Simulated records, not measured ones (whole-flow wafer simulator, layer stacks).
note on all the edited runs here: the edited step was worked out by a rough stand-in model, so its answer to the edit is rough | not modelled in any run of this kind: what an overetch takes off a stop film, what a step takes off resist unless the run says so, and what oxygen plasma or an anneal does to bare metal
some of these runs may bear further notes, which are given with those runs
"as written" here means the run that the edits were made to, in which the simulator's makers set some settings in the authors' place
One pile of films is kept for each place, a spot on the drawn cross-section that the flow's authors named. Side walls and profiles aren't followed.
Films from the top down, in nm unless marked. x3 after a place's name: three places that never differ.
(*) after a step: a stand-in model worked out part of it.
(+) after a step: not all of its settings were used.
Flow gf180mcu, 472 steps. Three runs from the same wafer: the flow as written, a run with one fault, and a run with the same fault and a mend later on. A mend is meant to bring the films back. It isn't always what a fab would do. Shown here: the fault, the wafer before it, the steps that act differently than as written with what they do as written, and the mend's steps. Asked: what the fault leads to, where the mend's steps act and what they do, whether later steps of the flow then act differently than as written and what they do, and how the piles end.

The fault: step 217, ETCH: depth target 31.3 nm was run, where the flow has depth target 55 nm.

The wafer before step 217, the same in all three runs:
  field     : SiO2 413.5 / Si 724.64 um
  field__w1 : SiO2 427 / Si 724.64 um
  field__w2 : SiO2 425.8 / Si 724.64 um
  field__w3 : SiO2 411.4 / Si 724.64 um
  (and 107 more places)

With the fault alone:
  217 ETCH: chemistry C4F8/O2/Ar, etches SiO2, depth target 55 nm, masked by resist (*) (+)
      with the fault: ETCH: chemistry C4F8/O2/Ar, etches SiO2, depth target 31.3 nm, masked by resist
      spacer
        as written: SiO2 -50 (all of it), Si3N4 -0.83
        with the fault: SiO2 -31.3
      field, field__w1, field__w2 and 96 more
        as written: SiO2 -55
        with the fault: SiO2 -31.3
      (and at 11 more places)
  Later steps of the flow that act differently than as written (7 more steps differ only slightly, by at most 2% or 0.5 nm, whichever is larger, and aren't shown):
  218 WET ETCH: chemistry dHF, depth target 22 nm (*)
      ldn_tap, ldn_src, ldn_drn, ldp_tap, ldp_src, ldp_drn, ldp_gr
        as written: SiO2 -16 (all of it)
        with the fault: SiO2 -37.7
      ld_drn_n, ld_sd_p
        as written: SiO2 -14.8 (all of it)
        with the fault: SiO2 -36.8
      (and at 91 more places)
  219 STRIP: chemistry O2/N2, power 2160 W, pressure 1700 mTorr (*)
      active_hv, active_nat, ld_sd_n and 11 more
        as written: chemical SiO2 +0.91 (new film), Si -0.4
        with the fault: nothing
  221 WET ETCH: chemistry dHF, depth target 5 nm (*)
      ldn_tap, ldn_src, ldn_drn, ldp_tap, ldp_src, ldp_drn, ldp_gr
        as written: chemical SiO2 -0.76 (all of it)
        with the fault: SiO2 -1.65 (all of it)
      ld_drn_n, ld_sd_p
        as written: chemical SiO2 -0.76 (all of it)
        with the fault: SiO2 -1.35 (all of it)
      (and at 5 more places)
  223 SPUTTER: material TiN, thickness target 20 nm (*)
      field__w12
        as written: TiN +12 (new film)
        with the fault: TiN +12.7 (new film)
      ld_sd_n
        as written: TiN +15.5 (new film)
        with the fault: TiN +16.1 (new film)
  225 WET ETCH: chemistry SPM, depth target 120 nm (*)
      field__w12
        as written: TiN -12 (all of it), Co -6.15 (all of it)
        with the fault: TiN -12.7 (all of it), Co -6.45 (all of it)
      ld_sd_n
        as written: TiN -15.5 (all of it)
        with the fault: TiN -16.1 (all of it)
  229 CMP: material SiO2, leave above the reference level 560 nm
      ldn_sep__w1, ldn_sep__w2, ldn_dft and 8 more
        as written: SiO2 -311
        with the fault: SiO2 -320.4
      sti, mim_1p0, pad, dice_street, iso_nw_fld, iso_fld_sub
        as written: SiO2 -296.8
        with the fault: SiO2 -306.2
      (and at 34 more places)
  At the end the piles differ from the flow's only slightly at the places that both follow, by at most 2% or 0.5 nm, whichever is larger.

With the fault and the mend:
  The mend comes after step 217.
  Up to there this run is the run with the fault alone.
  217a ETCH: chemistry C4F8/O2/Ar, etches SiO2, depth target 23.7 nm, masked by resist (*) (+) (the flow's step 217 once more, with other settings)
      field, field__w1, field__w2 and 96 more
        SiO2 -23.7
      field__w5, field__w9, field__w13 and 8 more
        resist -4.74
      spacer
        SiO2 -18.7 (all of it), Si3N4 -0.83
  No later step of the flow acts differently than as written, at any place that is followed, by more than 2% or 0.5 nm, whichever is larger.
  At the end the piles differ from the flow's only slightly at the places that both follow, by at most 2% or 0.5 nm, whichever is larger.
